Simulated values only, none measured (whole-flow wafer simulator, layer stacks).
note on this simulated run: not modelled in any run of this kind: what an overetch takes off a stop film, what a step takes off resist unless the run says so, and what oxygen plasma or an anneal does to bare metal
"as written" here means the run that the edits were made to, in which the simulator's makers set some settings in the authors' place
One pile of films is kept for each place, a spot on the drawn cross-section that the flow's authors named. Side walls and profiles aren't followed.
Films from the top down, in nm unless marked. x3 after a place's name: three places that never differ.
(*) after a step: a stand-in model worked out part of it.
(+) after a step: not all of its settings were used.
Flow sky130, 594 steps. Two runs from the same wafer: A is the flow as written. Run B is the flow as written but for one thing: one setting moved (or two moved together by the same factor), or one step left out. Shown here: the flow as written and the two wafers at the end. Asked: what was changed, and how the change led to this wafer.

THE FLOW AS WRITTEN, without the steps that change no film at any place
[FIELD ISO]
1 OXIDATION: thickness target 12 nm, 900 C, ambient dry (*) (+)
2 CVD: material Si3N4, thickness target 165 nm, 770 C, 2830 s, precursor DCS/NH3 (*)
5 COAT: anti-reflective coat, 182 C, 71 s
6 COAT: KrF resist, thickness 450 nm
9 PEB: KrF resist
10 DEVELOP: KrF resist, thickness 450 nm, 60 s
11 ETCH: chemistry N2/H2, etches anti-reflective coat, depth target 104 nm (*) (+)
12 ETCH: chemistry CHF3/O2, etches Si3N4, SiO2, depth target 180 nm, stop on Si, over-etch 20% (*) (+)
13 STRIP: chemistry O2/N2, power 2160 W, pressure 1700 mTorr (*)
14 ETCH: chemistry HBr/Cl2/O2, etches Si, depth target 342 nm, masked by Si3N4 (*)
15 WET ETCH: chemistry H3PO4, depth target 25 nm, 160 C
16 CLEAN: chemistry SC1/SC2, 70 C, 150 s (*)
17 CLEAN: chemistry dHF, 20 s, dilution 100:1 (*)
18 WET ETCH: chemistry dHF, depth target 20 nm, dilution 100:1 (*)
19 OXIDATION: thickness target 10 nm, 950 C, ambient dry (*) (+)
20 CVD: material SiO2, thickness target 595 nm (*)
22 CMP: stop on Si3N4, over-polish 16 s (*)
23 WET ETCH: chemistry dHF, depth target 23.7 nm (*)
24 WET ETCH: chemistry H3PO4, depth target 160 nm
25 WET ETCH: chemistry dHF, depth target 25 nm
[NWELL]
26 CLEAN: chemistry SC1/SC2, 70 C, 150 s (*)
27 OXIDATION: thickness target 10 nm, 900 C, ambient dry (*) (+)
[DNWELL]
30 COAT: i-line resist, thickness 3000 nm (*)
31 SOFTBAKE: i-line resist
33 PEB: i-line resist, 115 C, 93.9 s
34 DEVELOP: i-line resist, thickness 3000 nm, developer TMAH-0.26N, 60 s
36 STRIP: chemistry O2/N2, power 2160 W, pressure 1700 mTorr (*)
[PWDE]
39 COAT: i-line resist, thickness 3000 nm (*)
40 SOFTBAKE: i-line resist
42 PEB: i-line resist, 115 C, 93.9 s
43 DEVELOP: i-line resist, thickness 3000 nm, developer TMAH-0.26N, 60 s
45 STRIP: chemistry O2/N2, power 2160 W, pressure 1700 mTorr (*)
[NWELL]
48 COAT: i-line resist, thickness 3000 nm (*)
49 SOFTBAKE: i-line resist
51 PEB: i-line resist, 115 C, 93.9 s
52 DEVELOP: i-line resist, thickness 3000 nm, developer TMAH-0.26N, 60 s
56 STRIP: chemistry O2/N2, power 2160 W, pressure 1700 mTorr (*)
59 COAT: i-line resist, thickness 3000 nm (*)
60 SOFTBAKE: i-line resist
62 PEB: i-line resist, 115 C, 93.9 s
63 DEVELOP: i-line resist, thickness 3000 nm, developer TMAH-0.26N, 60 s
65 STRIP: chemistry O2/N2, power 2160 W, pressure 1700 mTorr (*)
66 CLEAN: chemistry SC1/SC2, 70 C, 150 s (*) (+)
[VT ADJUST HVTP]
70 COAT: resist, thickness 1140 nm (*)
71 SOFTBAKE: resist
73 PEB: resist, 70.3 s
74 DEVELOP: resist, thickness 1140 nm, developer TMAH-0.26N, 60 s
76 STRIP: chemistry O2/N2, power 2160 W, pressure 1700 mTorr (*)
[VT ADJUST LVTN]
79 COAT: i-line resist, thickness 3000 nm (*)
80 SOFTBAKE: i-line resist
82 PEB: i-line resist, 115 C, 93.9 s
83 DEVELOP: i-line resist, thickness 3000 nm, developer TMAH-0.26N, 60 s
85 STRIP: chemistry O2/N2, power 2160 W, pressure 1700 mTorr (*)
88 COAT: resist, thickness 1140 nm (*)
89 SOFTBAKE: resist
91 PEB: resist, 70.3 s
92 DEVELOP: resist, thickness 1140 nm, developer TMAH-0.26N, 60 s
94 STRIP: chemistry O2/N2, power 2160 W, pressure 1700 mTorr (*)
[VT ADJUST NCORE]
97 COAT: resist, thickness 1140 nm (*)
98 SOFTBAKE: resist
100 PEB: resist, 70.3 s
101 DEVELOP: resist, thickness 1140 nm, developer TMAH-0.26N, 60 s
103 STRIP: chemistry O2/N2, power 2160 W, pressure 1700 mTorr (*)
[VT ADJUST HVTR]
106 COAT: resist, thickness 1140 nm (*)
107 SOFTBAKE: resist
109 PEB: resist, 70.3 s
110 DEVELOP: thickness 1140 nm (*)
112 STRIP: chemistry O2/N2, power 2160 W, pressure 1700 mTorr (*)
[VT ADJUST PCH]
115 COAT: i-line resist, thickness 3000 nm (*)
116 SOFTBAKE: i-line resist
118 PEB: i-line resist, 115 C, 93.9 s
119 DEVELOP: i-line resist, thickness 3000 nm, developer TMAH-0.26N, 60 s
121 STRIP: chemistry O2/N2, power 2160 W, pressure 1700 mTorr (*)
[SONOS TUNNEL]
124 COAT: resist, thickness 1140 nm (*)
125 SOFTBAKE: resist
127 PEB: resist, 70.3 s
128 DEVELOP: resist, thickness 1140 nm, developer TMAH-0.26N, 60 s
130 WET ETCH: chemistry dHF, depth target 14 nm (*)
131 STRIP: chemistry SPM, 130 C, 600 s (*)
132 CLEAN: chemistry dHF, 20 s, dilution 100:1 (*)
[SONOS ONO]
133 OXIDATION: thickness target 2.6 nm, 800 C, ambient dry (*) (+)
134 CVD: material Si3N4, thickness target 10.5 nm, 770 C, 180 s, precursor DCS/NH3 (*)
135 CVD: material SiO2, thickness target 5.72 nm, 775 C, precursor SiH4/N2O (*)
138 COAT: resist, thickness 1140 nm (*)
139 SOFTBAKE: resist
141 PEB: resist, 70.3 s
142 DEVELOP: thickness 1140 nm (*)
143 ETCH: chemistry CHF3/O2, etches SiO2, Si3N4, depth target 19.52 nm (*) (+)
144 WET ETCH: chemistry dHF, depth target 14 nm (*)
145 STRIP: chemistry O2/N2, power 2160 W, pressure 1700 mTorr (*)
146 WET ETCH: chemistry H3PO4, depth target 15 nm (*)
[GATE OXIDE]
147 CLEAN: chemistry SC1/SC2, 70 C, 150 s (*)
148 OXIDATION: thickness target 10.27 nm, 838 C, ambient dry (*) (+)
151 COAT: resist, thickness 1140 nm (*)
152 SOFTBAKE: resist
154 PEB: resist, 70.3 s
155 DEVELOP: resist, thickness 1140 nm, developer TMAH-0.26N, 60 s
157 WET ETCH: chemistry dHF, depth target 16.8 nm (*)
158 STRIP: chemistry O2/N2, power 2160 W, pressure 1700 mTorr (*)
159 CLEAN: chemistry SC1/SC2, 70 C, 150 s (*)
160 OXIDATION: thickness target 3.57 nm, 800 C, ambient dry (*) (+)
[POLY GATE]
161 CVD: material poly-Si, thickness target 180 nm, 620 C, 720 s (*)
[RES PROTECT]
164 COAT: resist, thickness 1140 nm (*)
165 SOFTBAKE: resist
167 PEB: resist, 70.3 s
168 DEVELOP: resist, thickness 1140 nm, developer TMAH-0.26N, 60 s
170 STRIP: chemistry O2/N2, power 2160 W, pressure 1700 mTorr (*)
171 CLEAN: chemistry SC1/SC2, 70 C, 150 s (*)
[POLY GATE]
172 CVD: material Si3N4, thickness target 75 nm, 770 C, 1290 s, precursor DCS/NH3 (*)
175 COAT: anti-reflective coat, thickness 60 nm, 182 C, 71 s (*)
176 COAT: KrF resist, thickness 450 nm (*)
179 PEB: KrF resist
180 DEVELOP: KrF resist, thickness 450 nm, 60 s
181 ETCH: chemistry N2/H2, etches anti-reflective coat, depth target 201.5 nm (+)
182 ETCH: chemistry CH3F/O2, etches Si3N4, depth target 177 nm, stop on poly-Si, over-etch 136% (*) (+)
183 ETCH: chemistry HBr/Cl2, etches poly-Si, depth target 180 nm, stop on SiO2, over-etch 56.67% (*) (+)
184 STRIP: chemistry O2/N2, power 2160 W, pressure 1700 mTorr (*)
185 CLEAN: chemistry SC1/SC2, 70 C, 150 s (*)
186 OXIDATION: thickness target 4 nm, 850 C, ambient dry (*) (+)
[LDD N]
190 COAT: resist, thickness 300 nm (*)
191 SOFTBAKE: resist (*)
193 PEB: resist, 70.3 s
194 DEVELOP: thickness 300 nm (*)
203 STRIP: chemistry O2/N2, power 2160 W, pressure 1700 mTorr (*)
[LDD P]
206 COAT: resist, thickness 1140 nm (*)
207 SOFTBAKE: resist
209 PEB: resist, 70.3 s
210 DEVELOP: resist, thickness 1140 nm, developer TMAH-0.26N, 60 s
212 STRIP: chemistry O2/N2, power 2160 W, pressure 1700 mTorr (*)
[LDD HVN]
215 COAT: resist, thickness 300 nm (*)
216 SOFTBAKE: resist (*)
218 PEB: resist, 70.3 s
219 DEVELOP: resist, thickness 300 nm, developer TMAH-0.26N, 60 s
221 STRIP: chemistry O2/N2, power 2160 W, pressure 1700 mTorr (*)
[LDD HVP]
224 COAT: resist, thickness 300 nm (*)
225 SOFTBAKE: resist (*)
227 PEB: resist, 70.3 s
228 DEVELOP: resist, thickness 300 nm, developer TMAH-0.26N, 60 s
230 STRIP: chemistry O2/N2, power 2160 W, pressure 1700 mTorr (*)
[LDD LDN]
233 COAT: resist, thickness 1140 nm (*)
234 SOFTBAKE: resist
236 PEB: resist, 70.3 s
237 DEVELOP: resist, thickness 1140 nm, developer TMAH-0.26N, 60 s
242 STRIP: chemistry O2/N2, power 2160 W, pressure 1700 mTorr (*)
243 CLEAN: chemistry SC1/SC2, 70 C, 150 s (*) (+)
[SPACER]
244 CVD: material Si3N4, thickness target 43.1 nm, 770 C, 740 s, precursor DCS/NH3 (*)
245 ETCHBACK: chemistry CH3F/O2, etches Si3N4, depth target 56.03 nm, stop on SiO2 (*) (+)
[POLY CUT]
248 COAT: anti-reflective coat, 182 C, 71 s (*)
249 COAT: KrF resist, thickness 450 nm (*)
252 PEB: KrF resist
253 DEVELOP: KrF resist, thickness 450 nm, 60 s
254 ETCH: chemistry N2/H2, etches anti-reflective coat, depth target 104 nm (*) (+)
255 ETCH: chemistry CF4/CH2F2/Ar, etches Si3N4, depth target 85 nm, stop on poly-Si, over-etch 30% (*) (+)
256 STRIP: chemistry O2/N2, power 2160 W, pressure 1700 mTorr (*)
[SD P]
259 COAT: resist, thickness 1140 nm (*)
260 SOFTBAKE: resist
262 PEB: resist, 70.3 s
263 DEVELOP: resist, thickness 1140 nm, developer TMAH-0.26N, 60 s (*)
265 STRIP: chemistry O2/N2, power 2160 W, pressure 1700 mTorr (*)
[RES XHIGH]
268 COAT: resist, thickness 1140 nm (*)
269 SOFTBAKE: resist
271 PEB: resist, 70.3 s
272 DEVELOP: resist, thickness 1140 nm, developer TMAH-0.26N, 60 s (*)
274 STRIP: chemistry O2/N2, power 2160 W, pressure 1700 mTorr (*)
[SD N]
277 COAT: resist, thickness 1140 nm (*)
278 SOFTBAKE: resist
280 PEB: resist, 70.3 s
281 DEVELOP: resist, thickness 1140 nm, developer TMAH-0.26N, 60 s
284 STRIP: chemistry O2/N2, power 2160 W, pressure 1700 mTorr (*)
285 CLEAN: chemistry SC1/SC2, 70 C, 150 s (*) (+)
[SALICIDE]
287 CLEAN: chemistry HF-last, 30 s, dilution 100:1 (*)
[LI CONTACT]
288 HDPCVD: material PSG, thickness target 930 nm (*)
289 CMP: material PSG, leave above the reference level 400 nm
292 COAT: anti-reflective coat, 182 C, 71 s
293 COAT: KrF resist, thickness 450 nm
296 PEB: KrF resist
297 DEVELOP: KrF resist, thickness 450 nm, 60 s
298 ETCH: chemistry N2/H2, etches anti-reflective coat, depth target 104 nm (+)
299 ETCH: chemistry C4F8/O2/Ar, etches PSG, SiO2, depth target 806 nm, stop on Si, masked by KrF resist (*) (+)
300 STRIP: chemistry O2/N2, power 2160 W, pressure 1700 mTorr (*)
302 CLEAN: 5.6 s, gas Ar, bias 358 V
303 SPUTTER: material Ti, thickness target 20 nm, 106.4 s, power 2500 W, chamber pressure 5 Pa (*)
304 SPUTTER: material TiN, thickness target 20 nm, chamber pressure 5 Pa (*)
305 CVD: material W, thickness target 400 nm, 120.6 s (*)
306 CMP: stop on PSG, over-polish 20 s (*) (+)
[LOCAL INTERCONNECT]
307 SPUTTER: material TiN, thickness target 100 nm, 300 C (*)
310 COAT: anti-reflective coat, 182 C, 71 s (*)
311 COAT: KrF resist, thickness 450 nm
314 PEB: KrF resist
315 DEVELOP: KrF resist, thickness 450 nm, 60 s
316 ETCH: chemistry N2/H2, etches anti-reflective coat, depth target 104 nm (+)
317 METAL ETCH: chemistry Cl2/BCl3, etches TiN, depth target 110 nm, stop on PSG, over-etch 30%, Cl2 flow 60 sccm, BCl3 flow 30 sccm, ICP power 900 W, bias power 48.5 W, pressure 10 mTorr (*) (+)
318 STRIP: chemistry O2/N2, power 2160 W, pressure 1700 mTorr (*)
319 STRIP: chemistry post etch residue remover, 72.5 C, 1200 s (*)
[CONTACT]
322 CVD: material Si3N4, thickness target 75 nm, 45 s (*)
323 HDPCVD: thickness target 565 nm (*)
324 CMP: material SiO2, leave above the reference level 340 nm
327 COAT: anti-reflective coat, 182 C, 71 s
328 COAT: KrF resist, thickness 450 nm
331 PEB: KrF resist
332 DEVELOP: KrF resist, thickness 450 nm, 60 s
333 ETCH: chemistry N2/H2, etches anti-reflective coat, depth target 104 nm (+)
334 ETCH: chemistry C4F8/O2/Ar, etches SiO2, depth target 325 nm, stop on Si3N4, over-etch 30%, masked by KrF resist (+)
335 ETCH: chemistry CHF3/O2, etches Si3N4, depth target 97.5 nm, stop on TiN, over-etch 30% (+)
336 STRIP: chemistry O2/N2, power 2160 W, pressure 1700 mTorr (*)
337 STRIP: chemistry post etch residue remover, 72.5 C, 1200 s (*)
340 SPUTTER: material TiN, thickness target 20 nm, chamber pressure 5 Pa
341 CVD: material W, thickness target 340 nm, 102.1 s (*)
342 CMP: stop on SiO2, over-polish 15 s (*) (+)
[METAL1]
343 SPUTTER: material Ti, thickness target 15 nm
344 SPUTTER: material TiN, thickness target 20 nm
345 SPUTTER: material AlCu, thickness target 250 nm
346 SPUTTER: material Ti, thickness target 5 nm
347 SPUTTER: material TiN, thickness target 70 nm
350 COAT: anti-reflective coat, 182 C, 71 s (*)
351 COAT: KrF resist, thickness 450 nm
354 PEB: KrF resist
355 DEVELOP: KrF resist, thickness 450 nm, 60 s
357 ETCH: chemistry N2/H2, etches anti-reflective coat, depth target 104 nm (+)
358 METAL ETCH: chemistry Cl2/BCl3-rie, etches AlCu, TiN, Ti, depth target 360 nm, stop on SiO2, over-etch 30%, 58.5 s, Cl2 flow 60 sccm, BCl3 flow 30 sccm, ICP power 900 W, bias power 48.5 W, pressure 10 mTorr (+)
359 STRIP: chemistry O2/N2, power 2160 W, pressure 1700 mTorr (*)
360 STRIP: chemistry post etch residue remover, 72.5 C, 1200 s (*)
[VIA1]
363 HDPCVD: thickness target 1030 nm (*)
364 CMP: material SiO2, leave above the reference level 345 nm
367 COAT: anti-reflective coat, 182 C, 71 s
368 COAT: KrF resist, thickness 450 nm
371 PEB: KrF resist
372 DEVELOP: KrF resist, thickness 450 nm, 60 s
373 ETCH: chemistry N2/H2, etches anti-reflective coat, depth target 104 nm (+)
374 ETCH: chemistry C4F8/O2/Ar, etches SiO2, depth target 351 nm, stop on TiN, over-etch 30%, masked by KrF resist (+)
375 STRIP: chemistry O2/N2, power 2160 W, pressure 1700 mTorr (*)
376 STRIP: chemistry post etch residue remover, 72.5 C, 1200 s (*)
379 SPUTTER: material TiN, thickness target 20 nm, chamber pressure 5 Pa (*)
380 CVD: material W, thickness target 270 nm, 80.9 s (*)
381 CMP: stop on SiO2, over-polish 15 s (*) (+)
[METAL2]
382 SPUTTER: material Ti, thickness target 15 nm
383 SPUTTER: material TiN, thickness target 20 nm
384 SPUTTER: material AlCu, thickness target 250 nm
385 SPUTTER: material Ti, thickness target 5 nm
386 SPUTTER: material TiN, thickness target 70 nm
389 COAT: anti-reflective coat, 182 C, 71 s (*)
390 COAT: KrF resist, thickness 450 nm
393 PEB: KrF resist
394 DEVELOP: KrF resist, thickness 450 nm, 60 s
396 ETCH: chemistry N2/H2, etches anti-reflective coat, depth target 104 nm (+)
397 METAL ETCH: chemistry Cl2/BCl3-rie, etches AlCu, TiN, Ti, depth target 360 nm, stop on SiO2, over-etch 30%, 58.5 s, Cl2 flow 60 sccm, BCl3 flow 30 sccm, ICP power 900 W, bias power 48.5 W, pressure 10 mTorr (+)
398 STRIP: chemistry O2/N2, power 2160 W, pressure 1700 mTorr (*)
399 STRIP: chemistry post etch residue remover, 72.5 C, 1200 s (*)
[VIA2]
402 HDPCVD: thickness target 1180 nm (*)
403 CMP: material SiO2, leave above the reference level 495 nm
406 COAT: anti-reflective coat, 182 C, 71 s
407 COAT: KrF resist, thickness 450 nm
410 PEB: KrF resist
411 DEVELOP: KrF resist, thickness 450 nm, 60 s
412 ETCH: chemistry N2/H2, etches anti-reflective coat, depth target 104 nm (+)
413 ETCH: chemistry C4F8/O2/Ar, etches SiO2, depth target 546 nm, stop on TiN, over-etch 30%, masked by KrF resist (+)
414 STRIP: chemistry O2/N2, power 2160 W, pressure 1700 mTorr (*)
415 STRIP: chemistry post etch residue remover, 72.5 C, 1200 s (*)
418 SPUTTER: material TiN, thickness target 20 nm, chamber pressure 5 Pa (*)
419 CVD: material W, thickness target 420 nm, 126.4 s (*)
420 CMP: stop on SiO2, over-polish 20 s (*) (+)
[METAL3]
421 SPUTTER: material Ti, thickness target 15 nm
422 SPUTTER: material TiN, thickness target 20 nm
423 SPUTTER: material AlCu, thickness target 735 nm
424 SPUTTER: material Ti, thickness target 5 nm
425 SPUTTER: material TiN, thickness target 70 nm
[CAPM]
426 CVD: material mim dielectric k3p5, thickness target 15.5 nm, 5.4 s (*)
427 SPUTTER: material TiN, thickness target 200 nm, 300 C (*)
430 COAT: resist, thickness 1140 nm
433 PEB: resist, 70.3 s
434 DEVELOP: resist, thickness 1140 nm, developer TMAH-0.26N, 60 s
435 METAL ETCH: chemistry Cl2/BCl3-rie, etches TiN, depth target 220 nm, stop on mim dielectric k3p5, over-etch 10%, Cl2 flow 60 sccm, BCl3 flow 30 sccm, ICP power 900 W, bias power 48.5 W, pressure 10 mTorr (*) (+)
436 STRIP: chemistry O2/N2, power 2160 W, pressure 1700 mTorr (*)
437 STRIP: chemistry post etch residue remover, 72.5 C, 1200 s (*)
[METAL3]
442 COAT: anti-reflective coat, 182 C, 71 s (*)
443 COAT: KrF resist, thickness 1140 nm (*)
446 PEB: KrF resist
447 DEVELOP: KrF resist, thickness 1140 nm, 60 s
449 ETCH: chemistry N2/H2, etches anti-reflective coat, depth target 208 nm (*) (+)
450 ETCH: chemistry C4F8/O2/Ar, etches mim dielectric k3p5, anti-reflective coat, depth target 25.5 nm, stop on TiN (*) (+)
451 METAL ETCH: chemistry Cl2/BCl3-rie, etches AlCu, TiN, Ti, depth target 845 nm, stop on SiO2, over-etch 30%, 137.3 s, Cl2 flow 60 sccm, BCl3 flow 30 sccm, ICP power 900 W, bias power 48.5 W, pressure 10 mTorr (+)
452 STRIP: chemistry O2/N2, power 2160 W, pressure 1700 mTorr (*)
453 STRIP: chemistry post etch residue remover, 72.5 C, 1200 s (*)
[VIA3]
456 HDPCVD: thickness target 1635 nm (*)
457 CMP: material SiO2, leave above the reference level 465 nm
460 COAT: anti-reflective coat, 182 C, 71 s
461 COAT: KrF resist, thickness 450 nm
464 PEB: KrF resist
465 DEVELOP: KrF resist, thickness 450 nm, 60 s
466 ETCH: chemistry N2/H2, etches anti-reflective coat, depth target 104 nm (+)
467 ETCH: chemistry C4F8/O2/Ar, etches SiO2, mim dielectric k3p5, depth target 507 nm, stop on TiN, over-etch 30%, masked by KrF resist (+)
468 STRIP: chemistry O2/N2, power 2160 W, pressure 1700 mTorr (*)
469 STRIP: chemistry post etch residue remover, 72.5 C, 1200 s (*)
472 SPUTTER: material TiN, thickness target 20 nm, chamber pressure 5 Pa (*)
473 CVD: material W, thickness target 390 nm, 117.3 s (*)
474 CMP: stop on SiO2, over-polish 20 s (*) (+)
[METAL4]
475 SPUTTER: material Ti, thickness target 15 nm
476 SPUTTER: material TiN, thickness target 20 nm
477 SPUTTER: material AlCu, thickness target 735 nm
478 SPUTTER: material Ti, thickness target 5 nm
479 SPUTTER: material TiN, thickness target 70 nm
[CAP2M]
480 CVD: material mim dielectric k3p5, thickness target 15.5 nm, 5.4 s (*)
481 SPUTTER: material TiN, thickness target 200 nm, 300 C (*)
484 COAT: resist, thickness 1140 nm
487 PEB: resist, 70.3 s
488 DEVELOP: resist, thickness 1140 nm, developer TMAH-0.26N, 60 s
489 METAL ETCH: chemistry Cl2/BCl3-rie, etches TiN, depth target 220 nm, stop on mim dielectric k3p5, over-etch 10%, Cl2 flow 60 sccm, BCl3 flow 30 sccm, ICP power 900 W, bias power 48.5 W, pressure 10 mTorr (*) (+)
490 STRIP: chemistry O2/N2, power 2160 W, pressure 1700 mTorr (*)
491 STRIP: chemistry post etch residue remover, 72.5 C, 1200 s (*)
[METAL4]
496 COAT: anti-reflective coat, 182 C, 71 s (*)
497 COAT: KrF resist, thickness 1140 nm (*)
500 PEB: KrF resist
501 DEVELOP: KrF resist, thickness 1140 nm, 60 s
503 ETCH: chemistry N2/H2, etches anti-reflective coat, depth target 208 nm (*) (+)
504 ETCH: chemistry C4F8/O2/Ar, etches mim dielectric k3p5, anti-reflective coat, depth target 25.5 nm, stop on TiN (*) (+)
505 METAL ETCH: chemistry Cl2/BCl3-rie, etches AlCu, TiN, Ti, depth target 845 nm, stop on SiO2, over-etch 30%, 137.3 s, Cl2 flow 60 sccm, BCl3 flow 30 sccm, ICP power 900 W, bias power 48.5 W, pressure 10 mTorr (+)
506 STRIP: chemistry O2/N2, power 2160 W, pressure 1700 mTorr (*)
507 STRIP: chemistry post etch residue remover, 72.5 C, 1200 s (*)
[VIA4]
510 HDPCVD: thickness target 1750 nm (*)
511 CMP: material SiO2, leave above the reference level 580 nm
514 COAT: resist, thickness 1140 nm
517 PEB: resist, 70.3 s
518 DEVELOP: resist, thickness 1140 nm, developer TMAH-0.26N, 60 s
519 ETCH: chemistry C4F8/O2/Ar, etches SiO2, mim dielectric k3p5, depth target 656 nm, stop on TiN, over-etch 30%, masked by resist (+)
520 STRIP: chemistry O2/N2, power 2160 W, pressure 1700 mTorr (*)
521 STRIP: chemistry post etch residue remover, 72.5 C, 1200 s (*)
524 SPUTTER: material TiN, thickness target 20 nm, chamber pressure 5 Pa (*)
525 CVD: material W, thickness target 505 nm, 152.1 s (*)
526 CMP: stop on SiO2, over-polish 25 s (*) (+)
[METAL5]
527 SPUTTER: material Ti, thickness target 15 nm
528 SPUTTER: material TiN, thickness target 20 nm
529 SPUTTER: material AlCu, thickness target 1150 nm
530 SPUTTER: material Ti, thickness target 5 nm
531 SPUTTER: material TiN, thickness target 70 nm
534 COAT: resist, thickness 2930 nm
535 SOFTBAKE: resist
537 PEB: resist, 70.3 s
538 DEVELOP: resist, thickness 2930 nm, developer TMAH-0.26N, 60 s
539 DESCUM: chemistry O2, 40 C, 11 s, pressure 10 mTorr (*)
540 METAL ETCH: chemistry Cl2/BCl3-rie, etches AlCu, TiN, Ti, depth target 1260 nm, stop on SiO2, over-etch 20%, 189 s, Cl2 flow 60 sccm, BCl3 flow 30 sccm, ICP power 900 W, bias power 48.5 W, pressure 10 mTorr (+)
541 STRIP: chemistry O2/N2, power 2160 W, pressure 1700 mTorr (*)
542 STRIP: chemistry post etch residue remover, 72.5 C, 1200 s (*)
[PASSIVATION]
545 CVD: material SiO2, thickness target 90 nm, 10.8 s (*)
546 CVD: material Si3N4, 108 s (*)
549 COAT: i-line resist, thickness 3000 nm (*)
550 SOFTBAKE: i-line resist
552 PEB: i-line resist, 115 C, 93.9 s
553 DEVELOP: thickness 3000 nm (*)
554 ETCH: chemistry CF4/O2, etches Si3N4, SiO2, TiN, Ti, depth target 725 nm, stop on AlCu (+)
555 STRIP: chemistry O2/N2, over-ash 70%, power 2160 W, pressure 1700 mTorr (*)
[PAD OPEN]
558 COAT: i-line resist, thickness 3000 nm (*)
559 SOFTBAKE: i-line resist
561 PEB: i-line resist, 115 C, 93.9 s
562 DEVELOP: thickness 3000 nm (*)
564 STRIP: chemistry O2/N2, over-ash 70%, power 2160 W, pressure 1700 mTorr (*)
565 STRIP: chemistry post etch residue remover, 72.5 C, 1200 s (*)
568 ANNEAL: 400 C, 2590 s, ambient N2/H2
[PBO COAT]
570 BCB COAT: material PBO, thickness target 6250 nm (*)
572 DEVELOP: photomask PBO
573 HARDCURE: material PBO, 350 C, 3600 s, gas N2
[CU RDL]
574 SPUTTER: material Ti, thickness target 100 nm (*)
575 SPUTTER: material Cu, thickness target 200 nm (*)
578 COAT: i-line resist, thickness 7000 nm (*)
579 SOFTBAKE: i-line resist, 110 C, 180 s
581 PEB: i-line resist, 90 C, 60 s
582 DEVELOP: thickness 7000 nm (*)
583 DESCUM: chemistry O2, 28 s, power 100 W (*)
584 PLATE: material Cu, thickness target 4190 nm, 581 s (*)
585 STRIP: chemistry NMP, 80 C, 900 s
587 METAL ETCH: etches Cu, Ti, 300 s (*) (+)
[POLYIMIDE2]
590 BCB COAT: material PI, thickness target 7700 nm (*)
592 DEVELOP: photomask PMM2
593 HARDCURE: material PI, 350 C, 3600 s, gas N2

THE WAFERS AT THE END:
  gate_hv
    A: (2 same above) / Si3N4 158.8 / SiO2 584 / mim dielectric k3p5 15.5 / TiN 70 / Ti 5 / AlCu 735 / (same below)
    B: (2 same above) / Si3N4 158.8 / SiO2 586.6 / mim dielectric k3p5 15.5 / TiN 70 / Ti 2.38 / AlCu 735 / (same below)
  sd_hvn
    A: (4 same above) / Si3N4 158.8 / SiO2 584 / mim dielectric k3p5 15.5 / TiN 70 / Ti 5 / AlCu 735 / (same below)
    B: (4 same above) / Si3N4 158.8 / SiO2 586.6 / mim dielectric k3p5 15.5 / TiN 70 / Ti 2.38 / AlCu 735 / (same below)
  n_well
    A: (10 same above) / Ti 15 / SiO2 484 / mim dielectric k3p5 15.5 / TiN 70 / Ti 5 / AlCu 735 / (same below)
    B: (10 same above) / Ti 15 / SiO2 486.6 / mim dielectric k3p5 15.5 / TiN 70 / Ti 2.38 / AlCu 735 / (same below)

The cause: step 478, SPUTTER: thickness target 2.38 nm was run, where the flow has thickness target 5 nm.
It can be read off the wafer: gate_hv has Ti 2.38, and step 478 as written asks for 5 nm.

How the change led to this, step by step:
  478 SPUTTER: material Ti, thickness target 5 nm
      field, active, n_well and 189 more: A Ti +5 (new film) | B Ti +2.38 (new film)
  505 METAL ETCH: chemistry Cl2/BCl3-rie, etches AlCu, TiN, Ti, depth target 845 nm, stop on SiO2, over-etch 30%, 137.3 s, Cl2 flow 60 sccm, BCl3 flow 30 sccm, ICP power 900 W, bias power 48.5 W, pressure 10 mTorr (+)
      field, gate, spacer and 68 more: A TiN -70 (all of it), Ti -5 (all of it), AlCu -735 (all of it), TiN -20 (all of it), Ti -15 (all of it), SiO2 -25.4 | B TiN -70 (all of it), Ti -2.38 (all of it), AlCu -735 (all of it), TiN -20 (all of it), Ti -15 (all of it), SiO2 -25.6
      active, vpp_iso1, mim_edge_plate and 14 more: A TiN -70 (all of it), Ti -5 (all of it), AlCu -735 (all of it), TiN -20 (all of it), Ti -15 (all of it), SiO2 -25.3 | B TiN -70 (all of it), Ti -2.38 (all of it), AlCu -735 (all of it), TiN -20 (all of it), Ti -15 (all of it), SiO2 -25.6
